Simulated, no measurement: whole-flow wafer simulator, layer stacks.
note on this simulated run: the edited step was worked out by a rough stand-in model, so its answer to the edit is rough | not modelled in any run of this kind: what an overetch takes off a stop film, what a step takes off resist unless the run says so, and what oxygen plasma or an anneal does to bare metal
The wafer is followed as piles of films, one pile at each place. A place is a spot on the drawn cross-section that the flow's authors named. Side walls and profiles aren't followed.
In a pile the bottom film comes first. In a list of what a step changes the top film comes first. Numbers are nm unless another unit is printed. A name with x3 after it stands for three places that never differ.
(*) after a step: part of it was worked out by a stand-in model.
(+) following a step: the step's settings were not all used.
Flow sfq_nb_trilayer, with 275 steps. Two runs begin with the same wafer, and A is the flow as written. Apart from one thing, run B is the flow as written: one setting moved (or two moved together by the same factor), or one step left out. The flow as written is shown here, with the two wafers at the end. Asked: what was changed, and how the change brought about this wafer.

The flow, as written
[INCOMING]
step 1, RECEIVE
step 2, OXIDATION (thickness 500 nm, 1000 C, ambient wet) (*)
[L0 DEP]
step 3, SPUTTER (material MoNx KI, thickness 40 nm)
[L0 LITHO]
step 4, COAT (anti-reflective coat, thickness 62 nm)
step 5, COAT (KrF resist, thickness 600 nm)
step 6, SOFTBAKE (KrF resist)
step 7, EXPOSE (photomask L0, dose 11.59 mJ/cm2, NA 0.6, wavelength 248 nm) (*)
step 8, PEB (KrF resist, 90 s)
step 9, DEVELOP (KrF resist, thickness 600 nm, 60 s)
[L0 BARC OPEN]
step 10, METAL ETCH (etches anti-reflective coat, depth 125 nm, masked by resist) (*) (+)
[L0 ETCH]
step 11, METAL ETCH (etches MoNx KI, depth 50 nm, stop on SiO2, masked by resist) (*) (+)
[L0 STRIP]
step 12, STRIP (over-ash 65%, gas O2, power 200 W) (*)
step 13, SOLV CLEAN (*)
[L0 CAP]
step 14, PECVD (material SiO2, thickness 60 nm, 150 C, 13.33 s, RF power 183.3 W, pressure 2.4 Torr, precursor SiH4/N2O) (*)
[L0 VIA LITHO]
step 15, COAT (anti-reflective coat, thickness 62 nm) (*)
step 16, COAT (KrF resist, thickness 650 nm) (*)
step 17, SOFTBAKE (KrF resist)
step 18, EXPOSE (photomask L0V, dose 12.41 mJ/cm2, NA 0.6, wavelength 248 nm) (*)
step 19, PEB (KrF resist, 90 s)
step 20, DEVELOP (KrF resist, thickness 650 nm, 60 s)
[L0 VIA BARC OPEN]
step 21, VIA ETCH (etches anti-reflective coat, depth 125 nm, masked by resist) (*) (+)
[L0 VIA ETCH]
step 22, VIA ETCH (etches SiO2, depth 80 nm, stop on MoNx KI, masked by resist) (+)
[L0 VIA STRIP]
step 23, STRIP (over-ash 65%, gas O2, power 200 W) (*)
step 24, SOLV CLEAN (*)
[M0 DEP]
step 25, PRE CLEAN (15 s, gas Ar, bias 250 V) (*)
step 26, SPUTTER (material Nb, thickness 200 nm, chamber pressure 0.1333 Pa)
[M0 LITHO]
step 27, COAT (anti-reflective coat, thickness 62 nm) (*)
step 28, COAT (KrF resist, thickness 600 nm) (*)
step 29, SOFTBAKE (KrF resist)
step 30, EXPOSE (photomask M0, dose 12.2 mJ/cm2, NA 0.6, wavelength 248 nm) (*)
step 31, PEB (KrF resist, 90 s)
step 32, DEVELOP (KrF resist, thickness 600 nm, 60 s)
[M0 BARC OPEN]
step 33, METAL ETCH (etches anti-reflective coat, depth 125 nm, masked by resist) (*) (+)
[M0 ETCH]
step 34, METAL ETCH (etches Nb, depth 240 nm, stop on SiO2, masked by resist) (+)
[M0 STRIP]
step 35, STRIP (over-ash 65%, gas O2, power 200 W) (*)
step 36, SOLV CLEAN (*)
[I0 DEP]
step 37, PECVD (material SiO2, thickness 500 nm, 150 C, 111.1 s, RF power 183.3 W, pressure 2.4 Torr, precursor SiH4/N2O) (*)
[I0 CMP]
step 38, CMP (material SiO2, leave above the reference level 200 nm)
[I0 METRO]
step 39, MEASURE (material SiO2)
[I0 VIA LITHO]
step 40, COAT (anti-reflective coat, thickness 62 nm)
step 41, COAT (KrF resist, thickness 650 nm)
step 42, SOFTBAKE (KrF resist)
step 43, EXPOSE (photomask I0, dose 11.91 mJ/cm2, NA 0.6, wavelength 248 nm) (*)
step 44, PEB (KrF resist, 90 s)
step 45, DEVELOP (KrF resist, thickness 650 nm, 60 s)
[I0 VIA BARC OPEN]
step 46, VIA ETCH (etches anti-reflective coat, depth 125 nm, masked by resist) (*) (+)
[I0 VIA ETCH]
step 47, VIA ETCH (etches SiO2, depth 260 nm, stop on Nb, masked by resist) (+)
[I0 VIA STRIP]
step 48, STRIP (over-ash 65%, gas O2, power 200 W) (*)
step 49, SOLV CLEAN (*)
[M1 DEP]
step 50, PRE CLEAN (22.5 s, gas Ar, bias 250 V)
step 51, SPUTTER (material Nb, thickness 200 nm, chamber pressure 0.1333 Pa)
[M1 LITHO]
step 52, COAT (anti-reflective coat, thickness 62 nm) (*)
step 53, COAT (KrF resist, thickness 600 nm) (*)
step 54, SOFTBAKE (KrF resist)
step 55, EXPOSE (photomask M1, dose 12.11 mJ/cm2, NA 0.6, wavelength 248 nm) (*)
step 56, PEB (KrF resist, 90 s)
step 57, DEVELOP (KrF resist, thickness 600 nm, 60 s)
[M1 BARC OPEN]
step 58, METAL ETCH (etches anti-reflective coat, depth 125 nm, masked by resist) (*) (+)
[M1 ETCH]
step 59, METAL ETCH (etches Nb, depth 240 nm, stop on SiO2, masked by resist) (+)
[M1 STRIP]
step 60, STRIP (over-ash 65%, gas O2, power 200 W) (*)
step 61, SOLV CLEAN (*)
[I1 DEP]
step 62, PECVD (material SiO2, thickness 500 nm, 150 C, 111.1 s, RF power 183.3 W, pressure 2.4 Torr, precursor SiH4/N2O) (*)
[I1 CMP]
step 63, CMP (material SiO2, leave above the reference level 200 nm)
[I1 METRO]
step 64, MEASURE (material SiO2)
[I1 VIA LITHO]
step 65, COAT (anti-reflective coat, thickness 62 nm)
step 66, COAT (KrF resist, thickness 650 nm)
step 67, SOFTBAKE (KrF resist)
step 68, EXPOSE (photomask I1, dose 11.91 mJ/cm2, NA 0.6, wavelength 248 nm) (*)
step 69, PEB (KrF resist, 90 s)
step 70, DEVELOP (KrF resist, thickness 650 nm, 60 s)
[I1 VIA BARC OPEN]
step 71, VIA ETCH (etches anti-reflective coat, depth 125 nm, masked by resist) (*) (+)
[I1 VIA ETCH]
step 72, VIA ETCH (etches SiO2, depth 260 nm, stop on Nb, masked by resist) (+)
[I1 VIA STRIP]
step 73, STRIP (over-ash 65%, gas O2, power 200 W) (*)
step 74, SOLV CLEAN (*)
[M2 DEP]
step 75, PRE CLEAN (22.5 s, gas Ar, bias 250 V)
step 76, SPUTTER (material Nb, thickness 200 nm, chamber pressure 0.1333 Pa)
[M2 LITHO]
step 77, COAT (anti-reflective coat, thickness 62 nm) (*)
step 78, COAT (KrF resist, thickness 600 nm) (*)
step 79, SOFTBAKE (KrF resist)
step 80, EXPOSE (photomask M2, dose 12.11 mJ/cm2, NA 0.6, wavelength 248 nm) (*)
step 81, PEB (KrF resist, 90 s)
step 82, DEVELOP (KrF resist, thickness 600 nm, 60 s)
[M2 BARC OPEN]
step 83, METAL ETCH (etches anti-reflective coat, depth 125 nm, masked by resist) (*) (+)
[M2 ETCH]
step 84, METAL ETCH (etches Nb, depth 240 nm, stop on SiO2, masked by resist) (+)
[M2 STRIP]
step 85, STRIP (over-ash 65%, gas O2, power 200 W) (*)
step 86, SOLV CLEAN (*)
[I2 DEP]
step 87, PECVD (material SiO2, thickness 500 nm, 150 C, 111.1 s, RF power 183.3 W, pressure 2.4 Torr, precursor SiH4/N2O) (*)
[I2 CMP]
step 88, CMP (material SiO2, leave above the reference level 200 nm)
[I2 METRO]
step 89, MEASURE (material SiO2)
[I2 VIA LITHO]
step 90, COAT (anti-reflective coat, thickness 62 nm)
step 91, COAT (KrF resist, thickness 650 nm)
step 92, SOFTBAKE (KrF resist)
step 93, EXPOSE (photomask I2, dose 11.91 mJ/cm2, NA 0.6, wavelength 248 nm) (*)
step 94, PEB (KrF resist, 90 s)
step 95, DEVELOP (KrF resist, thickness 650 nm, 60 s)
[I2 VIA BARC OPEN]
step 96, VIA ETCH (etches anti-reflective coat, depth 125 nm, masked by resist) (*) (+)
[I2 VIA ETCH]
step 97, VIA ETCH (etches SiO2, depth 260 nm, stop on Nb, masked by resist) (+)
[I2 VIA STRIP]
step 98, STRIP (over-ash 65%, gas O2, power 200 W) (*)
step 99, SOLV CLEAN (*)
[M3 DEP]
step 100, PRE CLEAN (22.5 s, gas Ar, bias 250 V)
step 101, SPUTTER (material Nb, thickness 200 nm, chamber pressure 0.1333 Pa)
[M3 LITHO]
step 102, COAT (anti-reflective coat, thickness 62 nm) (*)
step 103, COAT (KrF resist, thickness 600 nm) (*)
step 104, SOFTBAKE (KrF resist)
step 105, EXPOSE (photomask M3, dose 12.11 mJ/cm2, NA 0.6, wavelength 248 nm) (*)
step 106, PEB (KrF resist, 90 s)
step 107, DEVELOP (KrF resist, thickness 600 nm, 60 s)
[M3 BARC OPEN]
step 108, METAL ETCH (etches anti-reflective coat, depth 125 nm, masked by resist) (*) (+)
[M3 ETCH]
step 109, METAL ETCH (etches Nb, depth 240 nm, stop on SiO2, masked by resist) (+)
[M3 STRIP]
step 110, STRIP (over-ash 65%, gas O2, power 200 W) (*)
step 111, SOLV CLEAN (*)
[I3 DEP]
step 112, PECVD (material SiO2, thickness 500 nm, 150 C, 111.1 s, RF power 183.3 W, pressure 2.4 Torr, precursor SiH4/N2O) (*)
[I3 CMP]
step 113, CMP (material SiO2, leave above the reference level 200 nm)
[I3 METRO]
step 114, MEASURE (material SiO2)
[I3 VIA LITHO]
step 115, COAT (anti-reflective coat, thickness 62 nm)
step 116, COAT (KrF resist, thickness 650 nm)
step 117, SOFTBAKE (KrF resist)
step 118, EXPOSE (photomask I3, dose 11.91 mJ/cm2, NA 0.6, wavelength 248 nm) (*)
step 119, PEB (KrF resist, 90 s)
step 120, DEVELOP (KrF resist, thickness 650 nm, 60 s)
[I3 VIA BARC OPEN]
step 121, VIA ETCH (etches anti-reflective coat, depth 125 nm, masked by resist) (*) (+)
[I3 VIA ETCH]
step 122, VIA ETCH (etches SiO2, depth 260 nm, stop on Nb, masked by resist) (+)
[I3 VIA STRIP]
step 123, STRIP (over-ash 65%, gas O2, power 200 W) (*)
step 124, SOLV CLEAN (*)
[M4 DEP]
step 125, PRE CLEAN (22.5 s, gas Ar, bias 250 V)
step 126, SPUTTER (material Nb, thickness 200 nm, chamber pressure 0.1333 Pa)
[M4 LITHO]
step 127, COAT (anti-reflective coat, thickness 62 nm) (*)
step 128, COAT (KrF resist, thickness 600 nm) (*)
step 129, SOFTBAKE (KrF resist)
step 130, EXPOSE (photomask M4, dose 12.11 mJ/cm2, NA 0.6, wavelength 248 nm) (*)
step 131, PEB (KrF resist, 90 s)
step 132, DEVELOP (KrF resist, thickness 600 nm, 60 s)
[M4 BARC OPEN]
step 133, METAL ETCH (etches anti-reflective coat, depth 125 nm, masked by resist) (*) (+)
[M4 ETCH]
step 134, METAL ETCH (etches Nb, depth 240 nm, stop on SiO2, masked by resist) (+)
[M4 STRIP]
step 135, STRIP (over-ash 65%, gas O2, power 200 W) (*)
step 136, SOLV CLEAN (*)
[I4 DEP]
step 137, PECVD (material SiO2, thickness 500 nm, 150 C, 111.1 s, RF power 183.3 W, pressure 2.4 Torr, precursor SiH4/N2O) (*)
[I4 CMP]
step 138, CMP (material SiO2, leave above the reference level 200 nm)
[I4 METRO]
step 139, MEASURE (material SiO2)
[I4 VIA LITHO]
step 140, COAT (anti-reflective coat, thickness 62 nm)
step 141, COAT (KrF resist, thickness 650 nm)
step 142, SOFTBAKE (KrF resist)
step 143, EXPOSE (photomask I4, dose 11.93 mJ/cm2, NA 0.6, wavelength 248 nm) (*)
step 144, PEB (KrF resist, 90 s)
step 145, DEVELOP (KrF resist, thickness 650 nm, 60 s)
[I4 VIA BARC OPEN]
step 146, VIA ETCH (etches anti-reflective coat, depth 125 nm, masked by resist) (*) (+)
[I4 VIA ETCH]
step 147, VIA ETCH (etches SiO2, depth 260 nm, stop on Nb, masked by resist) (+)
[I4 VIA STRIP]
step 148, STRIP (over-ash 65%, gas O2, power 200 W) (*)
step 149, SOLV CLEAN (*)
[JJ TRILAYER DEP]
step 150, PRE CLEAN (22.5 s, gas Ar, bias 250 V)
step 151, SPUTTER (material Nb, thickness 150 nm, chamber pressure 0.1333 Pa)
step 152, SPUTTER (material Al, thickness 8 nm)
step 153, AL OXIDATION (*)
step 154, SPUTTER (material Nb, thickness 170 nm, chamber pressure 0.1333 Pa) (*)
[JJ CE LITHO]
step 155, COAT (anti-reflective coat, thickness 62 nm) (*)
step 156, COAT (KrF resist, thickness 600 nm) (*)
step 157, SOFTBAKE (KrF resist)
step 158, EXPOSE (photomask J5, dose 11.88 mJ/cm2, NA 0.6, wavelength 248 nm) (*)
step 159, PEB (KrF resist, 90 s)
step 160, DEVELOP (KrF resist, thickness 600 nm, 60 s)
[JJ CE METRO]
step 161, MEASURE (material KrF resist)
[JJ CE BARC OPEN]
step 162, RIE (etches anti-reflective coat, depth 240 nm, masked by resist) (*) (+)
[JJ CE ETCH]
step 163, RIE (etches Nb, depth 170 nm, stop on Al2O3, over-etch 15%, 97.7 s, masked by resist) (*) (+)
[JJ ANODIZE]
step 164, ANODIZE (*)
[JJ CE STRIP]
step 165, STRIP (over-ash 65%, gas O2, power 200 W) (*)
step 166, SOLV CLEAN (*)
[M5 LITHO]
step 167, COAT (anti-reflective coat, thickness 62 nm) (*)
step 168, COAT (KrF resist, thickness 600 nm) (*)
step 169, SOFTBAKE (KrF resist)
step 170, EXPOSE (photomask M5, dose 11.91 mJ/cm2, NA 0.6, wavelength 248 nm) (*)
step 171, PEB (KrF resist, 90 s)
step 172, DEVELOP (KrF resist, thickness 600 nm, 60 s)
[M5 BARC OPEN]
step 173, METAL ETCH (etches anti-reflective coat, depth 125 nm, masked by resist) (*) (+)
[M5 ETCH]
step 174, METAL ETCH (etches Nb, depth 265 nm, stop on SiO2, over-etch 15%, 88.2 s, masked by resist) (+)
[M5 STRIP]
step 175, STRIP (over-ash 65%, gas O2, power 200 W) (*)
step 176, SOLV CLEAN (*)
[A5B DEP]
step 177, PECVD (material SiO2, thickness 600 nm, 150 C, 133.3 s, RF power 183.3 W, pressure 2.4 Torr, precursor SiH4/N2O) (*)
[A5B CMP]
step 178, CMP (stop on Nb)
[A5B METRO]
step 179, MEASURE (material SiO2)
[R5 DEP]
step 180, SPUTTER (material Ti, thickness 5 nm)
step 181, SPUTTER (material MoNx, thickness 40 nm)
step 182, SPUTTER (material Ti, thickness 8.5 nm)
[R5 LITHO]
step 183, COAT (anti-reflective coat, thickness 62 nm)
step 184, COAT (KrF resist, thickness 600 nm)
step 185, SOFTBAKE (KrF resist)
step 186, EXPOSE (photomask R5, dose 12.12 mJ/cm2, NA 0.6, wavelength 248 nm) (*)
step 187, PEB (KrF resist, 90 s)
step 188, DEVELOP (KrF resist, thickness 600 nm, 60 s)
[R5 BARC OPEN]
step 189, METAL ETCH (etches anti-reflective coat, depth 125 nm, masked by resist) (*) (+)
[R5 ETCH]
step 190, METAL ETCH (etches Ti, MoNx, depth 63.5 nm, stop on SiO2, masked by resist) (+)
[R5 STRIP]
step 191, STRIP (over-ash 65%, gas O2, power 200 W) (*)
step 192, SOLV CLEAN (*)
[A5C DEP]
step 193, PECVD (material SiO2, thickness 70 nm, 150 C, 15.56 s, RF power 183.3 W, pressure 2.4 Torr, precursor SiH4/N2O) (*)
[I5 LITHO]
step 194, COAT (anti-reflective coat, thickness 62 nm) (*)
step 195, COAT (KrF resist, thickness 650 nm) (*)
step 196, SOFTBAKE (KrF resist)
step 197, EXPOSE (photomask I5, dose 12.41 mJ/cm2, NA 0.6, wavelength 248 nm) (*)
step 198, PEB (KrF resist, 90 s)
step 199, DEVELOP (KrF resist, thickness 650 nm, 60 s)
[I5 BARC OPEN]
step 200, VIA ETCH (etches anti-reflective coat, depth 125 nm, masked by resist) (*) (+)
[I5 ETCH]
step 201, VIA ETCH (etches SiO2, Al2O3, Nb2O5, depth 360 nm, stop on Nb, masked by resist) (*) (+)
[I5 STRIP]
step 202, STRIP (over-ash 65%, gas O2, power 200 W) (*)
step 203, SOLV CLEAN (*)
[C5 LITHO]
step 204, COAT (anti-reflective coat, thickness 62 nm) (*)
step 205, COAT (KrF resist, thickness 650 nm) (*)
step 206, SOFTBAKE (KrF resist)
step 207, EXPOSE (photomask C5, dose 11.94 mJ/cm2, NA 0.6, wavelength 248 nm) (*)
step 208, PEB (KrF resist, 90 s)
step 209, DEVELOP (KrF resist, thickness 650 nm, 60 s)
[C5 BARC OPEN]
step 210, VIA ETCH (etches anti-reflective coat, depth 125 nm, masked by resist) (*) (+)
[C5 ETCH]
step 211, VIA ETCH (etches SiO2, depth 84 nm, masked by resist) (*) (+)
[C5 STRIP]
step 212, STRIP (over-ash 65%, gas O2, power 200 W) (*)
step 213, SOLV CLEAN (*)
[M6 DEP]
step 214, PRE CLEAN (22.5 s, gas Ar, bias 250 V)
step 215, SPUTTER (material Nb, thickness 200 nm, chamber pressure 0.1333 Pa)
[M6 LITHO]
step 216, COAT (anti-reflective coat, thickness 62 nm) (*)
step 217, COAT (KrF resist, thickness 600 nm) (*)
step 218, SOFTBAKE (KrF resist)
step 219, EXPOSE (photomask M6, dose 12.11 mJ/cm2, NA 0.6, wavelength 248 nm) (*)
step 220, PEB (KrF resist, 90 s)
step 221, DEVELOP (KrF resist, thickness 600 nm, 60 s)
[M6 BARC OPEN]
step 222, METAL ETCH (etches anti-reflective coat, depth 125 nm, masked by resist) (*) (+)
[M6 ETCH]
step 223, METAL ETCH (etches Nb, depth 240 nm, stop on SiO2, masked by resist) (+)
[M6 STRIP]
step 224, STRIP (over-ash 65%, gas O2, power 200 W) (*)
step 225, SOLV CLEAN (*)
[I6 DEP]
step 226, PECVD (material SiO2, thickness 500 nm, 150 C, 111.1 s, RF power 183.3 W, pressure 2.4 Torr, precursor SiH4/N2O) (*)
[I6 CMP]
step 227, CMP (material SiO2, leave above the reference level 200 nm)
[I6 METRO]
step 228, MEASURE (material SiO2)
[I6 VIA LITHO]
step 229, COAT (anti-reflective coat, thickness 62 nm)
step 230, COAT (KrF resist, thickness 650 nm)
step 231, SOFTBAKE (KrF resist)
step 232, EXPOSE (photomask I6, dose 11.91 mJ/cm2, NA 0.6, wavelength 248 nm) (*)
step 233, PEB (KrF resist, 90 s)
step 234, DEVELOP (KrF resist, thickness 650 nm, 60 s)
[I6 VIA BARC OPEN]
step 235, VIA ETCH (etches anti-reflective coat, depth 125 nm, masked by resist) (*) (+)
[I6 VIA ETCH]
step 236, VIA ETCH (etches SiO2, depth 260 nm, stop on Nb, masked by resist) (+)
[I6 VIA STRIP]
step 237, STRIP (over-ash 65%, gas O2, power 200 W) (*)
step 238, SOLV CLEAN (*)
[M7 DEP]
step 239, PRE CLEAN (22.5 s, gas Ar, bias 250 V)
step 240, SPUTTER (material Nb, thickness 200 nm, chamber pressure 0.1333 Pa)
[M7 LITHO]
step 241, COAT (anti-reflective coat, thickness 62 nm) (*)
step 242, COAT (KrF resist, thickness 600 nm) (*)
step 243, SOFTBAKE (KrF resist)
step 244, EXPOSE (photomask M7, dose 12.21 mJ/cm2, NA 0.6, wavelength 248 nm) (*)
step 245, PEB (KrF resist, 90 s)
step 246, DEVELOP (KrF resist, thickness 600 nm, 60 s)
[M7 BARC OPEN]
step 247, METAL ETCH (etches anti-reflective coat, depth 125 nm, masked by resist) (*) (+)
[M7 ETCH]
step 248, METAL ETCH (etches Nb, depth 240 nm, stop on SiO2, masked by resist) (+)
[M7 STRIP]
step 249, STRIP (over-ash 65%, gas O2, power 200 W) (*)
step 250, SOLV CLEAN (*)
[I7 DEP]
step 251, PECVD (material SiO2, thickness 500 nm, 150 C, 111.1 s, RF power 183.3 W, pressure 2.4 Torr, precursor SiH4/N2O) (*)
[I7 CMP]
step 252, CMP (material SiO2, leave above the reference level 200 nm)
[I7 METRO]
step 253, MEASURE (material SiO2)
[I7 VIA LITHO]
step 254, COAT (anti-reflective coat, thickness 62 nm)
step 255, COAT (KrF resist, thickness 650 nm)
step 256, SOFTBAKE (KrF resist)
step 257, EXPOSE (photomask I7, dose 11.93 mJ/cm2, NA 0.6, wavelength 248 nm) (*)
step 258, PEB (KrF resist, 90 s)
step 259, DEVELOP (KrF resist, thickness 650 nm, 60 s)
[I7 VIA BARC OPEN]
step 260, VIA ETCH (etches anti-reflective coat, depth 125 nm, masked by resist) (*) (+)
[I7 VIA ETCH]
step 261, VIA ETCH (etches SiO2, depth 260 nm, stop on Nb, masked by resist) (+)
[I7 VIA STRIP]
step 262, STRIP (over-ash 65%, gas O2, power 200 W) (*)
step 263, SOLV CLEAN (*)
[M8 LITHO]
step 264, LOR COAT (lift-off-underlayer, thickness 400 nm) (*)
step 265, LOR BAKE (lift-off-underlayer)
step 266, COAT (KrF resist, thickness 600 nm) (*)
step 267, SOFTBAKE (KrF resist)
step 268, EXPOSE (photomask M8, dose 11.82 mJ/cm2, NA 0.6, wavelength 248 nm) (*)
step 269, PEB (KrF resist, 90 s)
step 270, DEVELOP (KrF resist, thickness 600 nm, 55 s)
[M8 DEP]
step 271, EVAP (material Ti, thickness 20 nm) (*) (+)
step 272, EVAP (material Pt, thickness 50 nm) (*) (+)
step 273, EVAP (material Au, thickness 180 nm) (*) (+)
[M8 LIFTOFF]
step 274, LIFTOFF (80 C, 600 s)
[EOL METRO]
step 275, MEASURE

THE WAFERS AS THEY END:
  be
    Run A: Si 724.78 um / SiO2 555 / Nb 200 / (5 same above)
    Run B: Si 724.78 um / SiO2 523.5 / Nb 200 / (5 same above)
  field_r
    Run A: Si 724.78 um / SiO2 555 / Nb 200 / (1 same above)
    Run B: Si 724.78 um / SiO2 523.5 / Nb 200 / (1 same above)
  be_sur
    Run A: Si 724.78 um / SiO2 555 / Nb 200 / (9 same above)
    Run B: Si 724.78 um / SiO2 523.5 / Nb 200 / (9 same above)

Cause: step 14, PECVD: thickness 28.5 nm was run, whereas the flow has thickness 60 nm; step 14, PECVD: 6.333 s was run, where the flow has 13.33 s.

Step by step, how the change led to this:
  step 14, PECVD (material SiO2, thickness 60 nm, 150 C, 13.33 s, RF power 183.3 W, pressure 2.4 Torr, precursor SiH4/N2O) (*)
      v_sur, via_wl, via_w and 97 more: A SiO2 gains 60 | B SiO2 gains 28.5
      field_l, l0_sur, l0v, l0r_line_l, l0r_line_c, l0r_line_r: A SiO2 gains 60 (new film) | B SiO2 gains 28.5 (new film)
  step 22, VIA ETCH (etches SiO2, depth 80 nm, stop on MoNx KI, masked by resist) (+)
      field_l, v_sur, via_wl and 102 more: A KrF resist loses 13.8 | B KrF resist loses 7.33
      l0v: A SiO2 loses 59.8 (all of it) | B SiO2 loses 28.3 (all of it)
  step 26, SPUTTER (material Nb, thickness 200 nm, chamber pressure 0.1333 Pa)
      l0v: A Nb gains 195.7 (new film) | B Nb gains 200 (new film)
  step 27, COAT (anti-reflective coat, thickness 62 nm) (*)
      l0_sur: A anti-reflective coat gains 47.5 (new film) | B anti-reflective coat gains 50.8 (new film)
      l0v: A anti-reflective coat gains 78 (new film) | B anti-reflective coat gains 68.2 (new film)
  step 28, COAT (KrF resist, thickness 600 nm) (*)
      l0v: A KrF resist gains 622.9 (new film) | B KrF resist gains 604 (new film)
  step 35, STRIP (over-ash 65%, gas O2, power 200 W) (*)
      l0_sur: A KrF resist loses 372 (all of it), anti-reflective coat loses 47.5 (all of it) | B KrF resist loses 373.9 (all of it), anti-reflective coat loses 50.8 (all of it)
      l0v: A KrF resist loses 405.3 (all of it), anti-reflective coat loses 78 (all of it) | B KrF resist loses 386.4 (all of it), anti-reflective coat loses 68.2 (all of it)
  step 38, CMP (material SiO2, leave above the reference level 200 nm)
      l0v: A SiO2 loses 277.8 | B SiO2 loses 313.6
